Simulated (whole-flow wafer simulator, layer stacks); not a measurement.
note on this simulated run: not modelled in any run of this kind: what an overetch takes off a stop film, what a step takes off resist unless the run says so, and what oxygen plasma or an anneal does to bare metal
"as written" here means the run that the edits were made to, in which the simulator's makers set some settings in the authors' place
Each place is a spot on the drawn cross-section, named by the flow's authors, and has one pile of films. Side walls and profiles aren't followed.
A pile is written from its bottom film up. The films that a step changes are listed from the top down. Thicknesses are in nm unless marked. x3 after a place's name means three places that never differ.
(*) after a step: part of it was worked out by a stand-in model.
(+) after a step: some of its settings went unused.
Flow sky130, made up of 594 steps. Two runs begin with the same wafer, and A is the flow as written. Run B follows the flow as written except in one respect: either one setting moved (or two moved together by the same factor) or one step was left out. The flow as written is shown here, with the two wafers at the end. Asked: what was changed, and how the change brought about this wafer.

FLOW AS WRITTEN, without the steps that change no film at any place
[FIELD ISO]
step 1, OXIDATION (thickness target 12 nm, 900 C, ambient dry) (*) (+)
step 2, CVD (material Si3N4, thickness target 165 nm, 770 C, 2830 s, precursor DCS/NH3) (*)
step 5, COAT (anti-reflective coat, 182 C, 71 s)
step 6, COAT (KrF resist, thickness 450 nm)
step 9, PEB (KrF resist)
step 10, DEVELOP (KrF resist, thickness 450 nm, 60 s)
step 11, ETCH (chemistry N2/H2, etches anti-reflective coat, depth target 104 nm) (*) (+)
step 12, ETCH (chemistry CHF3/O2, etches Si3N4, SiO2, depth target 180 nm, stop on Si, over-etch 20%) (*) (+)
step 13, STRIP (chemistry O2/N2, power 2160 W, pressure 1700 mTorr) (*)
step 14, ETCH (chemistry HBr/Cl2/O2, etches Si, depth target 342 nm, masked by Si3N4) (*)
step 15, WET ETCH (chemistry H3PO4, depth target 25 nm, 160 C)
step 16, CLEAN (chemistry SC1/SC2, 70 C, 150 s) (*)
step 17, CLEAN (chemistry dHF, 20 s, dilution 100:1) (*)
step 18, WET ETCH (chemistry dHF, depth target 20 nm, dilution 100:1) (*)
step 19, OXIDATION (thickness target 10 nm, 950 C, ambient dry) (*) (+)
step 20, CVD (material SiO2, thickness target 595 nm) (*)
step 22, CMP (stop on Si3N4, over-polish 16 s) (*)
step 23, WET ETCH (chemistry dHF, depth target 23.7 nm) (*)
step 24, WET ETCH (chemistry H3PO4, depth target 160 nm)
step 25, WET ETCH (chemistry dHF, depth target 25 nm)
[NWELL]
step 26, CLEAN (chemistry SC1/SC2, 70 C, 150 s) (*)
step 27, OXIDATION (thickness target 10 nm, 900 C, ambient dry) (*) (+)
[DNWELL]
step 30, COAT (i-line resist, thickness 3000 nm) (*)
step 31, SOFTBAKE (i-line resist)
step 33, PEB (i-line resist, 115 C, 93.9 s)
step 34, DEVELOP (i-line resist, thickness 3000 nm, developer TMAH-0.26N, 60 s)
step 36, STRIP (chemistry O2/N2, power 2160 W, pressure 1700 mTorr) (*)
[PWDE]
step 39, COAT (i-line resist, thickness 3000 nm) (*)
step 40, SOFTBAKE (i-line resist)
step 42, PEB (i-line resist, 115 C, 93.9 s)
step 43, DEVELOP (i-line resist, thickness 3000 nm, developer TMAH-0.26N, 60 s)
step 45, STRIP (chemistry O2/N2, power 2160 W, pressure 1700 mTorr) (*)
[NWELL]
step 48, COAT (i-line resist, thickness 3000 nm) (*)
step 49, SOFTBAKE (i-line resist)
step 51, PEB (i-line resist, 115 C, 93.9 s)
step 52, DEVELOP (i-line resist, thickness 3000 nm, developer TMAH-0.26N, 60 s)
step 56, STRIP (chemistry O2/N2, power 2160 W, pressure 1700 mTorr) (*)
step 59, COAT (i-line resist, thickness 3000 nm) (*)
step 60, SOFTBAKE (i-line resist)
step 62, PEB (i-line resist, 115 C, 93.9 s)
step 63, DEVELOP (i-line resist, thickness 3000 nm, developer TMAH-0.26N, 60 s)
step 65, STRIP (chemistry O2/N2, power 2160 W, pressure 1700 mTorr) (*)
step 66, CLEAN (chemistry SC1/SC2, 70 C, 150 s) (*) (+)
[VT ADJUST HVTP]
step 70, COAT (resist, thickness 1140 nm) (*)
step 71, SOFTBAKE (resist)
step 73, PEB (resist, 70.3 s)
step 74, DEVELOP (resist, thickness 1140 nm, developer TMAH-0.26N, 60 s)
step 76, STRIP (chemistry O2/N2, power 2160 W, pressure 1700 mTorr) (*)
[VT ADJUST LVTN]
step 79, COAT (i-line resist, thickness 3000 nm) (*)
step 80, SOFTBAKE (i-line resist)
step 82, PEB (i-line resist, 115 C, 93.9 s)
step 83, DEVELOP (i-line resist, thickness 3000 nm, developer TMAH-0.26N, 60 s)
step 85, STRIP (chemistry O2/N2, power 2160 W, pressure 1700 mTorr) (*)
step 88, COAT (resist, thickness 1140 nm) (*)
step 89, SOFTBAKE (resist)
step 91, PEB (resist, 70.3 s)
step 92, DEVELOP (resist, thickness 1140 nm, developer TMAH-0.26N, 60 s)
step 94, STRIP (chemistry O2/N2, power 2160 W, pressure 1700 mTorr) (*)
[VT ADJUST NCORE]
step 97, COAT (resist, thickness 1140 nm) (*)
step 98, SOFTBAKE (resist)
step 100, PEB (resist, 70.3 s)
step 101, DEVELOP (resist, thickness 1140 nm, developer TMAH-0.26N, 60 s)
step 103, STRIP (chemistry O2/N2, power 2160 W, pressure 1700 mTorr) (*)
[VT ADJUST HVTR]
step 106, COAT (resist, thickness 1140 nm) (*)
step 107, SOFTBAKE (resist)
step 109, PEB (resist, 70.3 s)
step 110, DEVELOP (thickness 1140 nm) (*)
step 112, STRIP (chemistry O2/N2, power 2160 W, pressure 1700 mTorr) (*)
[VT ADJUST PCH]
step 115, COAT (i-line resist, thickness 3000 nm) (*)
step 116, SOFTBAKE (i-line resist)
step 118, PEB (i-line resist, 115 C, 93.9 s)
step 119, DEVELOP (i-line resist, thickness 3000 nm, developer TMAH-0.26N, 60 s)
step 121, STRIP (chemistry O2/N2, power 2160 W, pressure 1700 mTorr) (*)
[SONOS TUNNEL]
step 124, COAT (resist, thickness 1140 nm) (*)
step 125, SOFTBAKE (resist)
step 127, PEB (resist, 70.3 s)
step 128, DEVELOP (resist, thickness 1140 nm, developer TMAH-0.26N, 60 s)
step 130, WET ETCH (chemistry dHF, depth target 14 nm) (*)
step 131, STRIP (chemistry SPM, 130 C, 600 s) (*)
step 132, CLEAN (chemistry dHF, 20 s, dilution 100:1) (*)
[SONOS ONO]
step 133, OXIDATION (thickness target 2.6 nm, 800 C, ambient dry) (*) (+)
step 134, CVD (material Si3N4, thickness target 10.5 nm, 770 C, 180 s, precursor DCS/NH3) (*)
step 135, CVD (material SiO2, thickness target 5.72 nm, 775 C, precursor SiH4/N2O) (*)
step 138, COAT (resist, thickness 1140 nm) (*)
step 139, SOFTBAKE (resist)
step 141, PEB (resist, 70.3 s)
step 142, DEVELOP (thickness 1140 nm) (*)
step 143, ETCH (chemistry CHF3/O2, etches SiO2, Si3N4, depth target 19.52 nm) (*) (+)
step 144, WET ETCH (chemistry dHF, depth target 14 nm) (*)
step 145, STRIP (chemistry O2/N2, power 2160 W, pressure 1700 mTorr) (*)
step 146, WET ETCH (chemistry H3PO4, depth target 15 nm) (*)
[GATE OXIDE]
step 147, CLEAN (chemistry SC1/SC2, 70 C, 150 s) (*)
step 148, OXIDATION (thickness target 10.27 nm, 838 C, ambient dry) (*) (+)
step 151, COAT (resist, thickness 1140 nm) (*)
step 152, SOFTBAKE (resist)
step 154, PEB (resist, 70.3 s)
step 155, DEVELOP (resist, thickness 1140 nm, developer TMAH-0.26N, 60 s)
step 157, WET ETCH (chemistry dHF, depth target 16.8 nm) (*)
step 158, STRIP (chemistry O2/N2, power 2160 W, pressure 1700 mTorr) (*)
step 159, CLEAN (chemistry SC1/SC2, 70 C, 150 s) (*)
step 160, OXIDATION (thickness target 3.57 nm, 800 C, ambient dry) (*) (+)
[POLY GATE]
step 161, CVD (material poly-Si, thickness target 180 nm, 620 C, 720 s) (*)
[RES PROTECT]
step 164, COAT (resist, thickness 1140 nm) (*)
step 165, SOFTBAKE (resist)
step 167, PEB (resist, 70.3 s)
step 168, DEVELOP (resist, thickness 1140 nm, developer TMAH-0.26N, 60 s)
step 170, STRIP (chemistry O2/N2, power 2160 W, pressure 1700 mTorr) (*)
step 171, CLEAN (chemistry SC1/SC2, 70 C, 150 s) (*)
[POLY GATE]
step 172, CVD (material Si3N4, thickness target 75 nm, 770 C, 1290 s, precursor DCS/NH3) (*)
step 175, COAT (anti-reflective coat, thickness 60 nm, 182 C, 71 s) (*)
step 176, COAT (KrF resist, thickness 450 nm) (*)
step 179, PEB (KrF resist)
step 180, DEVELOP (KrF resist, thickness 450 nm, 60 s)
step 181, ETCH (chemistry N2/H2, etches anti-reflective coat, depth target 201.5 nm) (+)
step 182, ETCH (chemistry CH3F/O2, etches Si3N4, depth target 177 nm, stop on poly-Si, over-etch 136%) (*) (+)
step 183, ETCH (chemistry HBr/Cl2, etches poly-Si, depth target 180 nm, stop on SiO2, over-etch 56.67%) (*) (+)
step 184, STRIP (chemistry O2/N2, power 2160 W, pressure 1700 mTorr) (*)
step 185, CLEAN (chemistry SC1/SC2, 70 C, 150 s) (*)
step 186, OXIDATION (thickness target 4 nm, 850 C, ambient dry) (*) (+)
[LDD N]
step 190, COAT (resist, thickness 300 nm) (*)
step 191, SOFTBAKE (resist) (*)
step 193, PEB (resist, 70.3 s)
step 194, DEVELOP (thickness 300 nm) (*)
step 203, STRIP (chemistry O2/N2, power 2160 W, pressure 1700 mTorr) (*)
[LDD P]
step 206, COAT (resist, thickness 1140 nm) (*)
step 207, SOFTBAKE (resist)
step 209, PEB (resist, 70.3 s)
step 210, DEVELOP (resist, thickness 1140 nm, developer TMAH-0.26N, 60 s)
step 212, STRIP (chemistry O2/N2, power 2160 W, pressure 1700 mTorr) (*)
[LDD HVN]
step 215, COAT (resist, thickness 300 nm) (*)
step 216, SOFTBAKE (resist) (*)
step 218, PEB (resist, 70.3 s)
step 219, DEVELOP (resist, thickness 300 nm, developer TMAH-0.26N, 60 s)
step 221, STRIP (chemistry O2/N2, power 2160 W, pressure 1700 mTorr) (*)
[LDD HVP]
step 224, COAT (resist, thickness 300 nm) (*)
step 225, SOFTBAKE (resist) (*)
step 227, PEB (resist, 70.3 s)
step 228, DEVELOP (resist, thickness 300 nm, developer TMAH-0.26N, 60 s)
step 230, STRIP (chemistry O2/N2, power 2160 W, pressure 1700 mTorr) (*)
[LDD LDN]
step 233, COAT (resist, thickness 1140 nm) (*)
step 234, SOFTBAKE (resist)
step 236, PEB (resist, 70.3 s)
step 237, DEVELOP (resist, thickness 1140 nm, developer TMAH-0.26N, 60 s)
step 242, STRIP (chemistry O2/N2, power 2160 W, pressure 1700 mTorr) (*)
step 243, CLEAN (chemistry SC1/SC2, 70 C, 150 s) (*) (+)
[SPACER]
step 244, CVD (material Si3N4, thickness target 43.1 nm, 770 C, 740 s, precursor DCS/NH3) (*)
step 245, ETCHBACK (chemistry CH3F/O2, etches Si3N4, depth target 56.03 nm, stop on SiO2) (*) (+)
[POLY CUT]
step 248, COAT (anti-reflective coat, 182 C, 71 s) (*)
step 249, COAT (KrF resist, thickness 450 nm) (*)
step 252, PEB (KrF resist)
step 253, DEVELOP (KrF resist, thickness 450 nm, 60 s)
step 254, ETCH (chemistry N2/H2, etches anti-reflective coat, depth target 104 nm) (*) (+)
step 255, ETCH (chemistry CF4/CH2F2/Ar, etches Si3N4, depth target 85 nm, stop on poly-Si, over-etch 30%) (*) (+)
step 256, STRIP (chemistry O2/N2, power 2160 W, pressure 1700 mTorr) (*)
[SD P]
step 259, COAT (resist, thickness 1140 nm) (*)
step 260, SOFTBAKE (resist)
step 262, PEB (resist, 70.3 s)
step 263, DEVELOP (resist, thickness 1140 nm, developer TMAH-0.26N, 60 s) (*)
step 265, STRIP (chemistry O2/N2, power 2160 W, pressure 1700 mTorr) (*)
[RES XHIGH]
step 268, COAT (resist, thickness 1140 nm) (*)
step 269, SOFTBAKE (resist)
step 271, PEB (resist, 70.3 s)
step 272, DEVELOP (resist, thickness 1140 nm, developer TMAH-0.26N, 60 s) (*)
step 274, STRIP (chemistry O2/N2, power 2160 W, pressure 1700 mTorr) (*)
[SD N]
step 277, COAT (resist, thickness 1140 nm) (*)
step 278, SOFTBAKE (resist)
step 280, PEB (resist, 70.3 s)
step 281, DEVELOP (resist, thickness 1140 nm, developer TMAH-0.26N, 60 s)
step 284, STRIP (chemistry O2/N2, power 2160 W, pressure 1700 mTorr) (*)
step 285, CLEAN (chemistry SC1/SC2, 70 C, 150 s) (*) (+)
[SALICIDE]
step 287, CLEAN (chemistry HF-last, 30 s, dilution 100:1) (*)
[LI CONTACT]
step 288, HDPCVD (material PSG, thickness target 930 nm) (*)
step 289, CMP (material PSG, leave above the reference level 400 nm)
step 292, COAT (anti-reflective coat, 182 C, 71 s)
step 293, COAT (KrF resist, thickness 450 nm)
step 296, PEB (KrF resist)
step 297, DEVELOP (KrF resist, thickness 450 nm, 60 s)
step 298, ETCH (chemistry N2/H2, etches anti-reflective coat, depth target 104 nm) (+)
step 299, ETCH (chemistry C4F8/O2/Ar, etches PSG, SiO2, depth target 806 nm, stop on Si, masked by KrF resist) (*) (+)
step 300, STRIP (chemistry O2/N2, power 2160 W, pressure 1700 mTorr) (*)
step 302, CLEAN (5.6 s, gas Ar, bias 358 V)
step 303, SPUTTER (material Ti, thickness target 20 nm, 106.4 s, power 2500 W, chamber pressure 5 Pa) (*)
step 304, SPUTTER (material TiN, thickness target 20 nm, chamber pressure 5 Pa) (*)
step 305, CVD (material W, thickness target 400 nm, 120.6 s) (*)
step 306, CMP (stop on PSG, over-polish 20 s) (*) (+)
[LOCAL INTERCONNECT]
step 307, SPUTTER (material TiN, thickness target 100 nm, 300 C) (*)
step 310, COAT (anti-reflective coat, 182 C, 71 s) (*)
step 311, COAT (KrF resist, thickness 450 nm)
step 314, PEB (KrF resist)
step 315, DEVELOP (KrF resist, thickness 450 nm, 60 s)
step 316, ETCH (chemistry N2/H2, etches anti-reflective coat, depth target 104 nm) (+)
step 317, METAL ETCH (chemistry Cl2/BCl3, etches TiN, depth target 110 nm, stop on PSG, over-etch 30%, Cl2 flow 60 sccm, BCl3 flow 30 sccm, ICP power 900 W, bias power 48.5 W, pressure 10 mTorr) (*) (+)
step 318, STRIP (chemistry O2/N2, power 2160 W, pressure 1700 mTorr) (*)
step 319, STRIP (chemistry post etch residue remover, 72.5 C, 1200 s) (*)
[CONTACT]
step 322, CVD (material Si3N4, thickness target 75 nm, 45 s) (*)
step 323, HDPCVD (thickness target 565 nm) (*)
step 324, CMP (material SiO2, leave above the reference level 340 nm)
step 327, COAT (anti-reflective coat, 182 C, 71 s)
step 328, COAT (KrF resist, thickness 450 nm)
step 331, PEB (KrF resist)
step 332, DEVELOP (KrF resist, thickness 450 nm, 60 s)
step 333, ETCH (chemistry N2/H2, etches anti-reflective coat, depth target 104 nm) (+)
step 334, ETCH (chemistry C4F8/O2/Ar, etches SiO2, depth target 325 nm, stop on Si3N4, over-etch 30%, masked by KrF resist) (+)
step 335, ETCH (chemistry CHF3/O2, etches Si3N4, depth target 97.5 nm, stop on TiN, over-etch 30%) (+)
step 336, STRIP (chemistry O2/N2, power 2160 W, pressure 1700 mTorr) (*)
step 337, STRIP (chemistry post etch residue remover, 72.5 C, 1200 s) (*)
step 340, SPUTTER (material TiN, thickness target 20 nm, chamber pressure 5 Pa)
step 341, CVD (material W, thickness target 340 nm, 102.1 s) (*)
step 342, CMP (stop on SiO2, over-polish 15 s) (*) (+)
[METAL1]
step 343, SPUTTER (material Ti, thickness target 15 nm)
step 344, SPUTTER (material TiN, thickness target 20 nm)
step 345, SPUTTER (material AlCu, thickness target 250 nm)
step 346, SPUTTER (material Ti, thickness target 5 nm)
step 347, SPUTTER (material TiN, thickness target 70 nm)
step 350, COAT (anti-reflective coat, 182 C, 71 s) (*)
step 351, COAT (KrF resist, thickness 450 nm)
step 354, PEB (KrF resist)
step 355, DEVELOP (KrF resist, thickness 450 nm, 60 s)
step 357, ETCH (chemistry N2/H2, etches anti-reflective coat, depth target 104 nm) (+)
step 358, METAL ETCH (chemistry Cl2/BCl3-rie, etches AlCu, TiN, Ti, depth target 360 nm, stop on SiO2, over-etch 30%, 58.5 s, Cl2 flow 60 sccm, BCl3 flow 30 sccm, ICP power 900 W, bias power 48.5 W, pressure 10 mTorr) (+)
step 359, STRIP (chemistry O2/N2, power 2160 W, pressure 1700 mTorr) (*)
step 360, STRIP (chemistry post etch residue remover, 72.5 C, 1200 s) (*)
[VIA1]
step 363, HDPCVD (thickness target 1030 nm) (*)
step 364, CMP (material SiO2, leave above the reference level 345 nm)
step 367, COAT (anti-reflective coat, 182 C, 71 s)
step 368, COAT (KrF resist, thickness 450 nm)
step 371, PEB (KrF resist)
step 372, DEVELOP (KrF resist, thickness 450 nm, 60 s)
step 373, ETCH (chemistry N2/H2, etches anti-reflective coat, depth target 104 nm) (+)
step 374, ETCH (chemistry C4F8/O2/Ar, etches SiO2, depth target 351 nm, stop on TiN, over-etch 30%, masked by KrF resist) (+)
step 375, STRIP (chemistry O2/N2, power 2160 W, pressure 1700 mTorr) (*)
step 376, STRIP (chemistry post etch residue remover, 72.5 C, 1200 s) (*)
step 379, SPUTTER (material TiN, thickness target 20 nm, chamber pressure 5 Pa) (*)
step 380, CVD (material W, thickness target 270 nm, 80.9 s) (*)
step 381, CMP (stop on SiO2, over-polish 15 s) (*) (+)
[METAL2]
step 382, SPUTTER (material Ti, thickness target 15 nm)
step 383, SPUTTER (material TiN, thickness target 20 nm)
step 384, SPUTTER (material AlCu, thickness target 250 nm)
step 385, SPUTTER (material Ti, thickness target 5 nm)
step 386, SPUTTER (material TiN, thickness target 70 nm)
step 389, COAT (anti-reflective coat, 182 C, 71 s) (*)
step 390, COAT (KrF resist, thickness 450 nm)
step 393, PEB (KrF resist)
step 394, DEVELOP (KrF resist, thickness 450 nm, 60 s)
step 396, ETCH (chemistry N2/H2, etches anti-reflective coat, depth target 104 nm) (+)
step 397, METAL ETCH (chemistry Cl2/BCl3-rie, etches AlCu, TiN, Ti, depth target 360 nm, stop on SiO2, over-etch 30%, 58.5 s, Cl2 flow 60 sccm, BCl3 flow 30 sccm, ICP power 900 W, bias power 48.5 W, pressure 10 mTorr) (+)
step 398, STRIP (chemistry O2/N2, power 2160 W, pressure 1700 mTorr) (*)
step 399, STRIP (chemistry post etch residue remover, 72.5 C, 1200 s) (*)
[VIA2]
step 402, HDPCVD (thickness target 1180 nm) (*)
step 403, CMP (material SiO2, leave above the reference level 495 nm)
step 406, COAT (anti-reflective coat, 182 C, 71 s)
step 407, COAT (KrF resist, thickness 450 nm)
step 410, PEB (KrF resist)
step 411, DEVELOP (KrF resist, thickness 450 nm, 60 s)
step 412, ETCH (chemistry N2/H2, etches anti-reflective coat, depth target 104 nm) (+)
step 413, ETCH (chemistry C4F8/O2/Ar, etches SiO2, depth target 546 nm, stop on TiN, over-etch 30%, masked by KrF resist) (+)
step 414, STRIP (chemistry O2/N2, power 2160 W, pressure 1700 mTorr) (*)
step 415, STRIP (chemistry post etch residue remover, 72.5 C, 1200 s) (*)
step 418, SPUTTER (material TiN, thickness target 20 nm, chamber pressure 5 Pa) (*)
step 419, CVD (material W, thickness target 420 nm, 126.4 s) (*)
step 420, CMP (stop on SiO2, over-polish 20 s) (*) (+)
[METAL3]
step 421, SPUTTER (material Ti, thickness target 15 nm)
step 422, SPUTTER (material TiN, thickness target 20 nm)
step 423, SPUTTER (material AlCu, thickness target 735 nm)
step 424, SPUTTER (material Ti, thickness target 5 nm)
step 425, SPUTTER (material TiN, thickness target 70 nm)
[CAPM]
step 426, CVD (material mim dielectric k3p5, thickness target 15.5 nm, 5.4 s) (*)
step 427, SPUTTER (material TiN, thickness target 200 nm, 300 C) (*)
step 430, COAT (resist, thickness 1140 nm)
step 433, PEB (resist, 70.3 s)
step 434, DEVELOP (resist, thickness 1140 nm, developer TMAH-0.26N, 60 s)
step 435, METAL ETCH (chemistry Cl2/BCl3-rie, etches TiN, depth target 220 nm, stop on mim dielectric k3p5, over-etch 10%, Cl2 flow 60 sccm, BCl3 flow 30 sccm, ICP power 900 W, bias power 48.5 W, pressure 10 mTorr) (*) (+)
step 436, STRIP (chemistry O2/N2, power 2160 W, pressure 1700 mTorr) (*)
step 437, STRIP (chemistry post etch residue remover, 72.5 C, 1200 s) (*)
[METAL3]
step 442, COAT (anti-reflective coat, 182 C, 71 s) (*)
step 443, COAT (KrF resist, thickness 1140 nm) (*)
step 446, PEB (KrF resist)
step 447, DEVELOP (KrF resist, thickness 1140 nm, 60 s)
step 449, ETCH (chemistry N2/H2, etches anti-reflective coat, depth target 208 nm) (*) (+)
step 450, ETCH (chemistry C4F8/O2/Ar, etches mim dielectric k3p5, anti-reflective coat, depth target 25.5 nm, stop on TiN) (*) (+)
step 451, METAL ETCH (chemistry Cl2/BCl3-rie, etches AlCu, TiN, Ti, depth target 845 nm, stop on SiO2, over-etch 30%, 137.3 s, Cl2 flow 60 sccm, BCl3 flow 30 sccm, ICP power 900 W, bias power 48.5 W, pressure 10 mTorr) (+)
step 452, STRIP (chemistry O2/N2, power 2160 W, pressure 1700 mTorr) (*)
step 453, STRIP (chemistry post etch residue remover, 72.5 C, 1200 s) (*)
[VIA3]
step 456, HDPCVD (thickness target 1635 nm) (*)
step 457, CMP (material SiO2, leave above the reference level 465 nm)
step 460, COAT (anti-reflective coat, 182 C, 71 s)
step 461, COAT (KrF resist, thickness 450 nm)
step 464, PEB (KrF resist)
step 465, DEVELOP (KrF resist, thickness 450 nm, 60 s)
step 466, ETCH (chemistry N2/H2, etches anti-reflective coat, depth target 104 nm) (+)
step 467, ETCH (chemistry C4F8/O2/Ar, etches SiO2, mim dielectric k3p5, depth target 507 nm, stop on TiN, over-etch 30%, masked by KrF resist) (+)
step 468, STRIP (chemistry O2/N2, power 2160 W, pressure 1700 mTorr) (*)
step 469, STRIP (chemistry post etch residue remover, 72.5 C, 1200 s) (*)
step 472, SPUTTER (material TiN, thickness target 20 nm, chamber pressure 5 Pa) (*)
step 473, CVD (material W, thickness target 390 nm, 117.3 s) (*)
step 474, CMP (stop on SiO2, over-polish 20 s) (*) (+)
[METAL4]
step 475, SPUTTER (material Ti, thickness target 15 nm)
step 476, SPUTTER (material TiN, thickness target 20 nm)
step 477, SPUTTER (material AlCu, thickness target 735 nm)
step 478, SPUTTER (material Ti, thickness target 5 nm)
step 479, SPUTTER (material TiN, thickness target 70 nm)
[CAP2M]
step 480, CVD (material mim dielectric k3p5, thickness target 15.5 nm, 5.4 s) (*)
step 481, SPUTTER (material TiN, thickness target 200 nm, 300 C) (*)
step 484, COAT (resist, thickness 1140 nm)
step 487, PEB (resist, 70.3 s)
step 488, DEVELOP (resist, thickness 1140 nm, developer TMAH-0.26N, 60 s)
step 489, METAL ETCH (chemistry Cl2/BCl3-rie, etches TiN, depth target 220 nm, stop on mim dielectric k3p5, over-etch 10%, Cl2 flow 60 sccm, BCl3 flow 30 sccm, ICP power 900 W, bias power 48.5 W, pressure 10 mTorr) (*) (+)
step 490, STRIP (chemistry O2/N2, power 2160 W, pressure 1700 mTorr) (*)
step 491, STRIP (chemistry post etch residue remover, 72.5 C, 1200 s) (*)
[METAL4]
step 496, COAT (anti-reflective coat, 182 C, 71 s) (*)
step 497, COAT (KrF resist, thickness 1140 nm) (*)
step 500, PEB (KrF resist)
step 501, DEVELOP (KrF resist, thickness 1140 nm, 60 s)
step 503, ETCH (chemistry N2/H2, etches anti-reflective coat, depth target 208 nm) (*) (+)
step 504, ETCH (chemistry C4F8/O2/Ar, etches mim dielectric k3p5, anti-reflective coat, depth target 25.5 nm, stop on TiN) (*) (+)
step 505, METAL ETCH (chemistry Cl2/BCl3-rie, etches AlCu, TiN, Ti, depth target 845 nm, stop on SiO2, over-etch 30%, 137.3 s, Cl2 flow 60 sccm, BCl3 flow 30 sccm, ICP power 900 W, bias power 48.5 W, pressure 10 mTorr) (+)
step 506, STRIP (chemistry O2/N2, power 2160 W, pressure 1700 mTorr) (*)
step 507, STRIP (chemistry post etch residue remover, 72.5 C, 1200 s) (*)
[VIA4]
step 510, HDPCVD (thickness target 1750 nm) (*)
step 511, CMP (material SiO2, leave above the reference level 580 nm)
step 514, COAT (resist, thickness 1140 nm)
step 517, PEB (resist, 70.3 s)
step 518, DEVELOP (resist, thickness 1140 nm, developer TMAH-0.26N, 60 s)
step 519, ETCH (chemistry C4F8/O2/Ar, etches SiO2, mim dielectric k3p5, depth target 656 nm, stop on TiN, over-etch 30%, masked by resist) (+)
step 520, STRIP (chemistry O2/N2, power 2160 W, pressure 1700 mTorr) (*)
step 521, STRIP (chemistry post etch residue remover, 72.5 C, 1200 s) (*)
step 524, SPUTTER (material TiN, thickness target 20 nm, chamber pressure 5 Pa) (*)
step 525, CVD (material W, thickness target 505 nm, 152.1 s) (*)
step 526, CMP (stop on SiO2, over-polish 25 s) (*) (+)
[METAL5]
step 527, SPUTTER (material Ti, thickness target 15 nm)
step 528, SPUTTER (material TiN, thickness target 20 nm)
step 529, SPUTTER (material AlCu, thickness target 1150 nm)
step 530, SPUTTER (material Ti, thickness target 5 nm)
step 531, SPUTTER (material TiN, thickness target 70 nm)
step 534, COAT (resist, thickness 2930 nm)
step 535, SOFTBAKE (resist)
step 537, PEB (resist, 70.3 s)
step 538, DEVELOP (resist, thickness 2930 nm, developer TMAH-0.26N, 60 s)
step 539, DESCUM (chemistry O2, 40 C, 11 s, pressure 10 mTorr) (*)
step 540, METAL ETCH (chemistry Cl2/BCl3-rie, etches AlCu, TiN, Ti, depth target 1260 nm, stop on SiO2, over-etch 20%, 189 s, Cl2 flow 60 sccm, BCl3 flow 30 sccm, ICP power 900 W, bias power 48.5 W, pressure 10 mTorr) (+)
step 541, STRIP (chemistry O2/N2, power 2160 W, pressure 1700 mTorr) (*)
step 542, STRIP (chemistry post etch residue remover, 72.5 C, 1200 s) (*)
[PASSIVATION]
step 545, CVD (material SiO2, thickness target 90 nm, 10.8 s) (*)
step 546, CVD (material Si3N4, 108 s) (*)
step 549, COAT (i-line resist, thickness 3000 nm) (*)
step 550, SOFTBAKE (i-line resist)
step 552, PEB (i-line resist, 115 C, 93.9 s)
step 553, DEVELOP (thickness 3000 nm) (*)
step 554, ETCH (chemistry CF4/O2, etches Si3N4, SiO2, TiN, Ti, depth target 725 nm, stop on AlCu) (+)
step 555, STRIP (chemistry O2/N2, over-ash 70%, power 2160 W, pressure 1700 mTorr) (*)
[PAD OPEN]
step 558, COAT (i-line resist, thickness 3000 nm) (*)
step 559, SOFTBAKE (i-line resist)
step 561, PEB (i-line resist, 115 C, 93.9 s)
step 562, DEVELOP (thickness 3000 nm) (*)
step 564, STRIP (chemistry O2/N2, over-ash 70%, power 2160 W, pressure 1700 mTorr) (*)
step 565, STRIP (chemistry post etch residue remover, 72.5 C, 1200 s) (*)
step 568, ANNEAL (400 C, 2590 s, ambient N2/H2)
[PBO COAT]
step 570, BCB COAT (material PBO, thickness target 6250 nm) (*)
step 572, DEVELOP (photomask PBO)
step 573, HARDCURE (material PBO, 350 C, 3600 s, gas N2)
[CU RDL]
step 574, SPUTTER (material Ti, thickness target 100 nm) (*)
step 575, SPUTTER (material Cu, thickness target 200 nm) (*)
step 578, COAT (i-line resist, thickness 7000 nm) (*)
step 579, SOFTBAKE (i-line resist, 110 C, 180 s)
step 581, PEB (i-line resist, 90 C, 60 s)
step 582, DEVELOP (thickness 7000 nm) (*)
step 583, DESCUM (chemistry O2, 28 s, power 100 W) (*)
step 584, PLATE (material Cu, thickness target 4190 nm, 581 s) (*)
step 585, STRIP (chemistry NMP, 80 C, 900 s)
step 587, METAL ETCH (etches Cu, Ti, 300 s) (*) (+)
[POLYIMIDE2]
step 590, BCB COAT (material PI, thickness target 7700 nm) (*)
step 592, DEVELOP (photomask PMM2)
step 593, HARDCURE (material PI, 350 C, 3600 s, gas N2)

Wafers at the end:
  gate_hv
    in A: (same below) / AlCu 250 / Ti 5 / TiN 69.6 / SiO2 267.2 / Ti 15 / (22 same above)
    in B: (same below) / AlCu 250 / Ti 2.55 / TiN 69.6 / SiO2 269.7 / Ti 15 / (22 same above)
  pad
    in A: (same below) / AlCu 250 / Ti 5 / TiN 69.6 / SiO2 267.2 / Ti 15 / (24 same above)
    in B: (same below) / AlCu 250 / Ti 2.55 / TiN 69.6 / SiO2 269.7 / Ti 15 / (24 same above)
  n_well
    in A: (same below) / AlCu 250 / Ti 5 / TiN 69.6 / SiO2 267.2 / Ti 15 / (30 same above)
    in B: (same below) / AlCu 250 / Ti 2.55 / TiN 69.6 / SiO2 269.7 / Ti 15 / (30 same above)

What caused this: step 346, SPUTTER: thickness target 2.55 nm was run, while the flow as written has thickness target 5 nm.
One can read it off the wafer: gate_hv has Ti 2.55, and step 346 as written asks for 5 nm.

The path from the change to this, step by step:
  step 346, SPUTTER (material Ti, thickness target 5 nm)
      field, active, n_well and 188 more: A +5 Ti (new film) | B +2.55 Ti (new film)
  step 358, METAL ETCH (chemistry Cl2/BCl3-rie, etches AlCu, TiN, Ti, depth target 360 nm, stop on SiO2, over-etch 30%, 58.5 s, Cl2 flow 60 sccm, BCl3 flow 30 sccm, ICP power 900 W, bias power 48.5 W, pressure 10 mTorr) (+)
      field, active, gate and 81 more: A -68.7 TiN (all of it), -5 Ti (all of it), -250 AlCu (all of it), -20 TiN (all of it), -15 Ti (all of it), -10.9 SiO2 | B -68.7 TiN (all of it), -2.55 Ti (all of it), -250 AlCu (all of it), -20 TiN (all of it), -15 Ti (all of it), -11.2 SiO2
